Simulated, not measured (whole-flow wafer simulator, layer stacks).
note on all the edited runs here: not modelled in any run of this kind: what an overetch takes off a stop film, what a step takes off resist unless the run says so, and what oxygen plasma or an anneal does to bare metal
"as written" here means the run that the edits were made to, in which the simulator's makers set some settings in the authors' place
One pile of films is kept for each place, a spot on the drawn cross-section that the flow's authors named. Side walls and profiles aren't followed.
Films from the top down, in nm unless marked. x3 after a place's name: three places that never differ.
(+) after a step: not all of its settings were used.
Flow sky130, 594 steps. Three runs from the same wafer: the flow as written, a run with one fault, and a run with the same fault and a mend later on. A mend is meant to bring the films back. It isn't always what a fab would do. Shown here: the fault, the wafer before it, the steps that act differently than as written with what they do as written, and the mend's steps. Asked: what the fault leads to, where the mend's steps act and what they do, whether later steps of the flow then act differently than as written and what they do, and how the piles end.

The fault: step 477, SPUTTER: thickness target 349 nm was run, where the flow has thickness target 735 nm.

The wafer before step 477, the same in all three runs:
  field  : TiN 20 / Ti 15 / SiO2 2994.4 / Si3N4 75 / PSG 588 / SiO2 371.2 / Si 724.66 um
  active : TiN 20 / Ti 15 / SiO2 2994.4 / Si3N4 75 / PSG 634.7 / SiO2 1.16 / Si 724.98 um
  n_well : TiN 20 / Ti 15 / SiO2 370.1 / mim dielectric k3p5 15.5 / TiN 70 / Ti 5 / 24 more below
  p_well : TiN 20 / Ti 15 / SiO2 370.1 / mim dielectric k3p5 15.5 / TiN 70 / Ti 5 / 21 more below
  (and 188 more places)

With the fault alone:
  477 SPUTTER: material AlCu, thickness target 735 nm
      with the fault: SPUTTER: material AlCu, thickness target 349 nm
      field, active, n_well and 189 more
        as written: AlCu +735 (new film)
        with the fault: AlCu +349 (new film)
  Later steps of the flow that act differently than as written (15 more steps differ only slightly, by at most 2% or 0.5 nm, whichever is larger, and aren't shown):
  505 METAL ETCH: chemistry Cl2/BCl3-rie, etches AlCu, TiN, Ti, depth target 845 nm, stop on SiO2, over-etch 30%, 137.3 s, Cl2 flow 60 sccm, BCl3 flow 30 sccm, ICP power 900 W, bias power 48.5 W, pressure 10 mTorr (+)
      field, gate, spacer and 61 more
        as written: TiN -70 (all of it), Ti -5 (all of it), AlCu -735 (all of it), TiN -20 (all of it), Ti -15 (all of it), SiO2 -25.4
        with the fault: TiN -70 (all of it), Ti -5 (all of it), AlCu -349 (all of it), TiN -20 (all of it), Ti -15 (all of it), SiO2 -63.9
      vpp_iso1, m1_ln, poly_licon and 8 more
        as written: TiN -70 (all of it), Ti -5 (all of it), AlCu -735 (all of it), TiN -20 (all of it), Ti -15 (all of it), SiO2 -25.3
        with the fault: TiN -70 (all of it), Ti -5 (all of it), AlCu -349 (all of it), TiN -20 (all of it), Ti -15 (all of it), SiO2 -63.9
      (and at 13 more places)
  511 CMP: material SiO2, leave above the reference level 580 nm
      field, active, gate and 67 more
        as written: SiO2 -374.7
        with the fault: SiO2 -722.1
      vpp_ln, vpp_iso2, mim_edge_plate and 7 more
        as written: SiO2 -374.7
        with the fault: SiO2 -722
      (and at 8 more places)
  At the end the piles differ from the flow's by more than 2% or 0.5 nm, whichever is larger, at field, active, n_well and 190 more.
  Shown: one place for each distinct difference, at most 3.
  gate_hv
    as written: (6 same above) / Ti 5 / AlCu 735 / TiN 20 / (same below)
    with the fault: (6 same above) / Ti 5 / AlCu 349 / TiN 20 / (same below)
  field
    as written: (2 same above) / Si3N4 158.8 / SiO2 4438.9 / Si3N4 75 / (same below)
    with the fault: (2 same above) / Si3N4 158.8 / SiO2 4052.9 / Si3N4 75 / (same below)
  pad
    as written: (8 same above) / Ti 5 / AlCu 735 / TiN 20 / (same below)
    with the fault: (8 same above) / Ti 5 / AlCu 349 / TiN 20 / (same below)

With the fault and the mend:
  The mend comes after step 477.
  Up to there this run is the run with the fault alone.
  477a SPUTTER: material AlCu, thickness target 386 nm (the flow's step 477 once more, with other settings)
      field, active, n_well and 189 more
        AlCu +386
  No later step of the flow acts differently than as written at any place that is followed.
  At the end the piles are the same as the flow's at every place that both follow.
